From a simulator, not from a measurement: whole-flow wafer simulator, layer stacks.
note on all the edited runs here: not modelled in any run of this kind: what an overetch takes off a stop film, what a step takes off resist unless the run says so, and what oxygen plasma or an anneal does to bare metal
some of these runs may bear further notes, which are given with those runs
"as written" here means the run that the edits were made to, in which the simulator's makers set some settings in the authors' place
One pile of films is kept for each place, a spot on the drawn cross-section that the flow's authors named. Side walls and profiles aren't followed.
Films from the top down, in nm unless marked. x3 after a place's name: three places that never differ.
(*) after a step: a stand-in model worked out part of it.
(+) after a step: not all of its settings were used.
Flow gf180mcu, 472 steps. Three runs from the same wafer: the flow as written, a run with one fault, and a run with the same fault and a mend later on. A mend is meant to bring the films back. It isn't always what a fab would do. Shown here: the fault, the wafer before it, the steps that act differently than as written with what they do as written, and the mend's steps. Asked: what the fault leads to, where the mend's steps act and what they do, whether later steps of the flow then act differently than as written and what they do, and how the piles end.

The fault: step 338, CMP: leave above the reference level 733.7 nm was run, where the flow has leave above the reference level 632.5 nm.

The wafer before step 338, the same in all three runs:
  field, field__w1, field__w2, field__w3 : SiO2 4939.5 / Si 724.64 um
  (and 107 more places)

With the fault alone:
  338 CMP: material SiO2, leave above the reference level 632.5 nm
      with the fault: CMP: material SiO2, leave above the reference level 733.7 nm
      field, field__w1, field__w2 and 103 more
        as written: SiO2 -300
        with the fault: SiO2 -198.8
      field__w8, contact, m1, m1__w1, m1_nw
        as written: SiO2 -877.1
        with the fault: SiO2 -775.9
  Later steps of the flow that act differently than as written (1 more step differs only slightly, by at most 2% or 0.5 nm, whichever is larger, and isn't shown):
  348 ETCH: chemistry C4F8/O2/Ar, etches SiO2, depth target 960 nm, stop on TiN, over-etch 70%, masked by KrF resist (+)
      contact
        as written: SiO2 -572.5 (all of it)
        with the fault: SiO2 -673.7 (all of it)
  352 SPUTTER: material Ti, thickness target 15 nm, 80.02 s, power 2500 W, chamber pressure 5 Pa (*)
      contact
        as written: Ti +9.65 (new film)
        with the fault: Ti +9.1 (new film)
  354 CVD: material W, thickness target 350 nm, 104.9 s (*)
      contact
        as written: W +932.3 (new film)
        with the fault: W +1034.4 (new film)
  At the end the piles differ from the flow's by more than 2% or 0.5 nm, whichever is larger, at field__w8, contact, m1, m1__w1, m1_nw.
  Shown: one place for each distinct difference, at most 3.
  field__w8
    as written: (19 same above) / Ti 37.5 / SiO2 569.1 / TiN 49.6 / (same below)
    with the fault: (19 same above) / Ti 37.5 / SiO2 670.3 / TiN 49.6 / (same below)
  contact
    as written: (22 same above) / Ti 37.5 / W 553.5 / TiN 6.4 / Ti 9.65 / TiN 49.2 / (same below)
    with the fault: (22 same above) / Ti 37.5 / W 655.6 / TiN 6.04 / Ti 9.1 / TiN 49.2 / (same below)

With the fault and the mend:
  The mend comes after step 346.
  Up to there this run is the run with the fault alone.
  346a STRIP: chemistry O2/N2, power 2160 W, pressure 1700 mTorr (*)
      field, field__w1, field__w2 and 107 more
        KrF resist -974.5 (all of it), anti-reflective coat -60 (all of it)
      contact
        anti-reflective coat -60 (all of it)
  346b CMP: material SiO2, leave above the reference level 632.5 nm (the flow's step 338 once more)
      field, field__w1, field__w2 and 108 more
        SiO2 -101.2
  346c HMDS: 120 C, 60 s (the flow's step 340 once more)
      changes no film at any place that is followed
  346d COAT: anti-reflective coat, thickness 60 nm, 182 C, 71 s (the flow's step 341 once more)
      field, field__w1, field__w2 and 108 more
        anti-reflective coat +60 (new film)
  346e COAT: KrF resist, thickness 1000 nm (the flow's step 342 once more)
      field, field__w1, field__w2 and 108 more
        KrF resist +1000 (new film)
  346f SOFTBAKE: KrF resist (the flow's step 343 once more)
      changes no film at any place that is followed
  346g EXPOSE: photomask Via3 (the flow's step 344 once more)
      changes no film at any place that is followed
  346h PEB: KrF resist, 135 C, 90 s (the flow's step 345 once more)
      field, field__w1, field__w2 and 108 more
        KrF resist -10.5
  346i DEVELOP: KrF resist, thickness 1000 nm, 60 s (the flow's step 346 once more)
      field, field__w1, field__w2 and 107 more
        KrF resist -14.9
      contact
        KrF resist -989.5 (all of it)
  No later step of the flow acts differently than as written at any place that is followed.
  At the end the piles are the same as the flow's at every place that both follow.
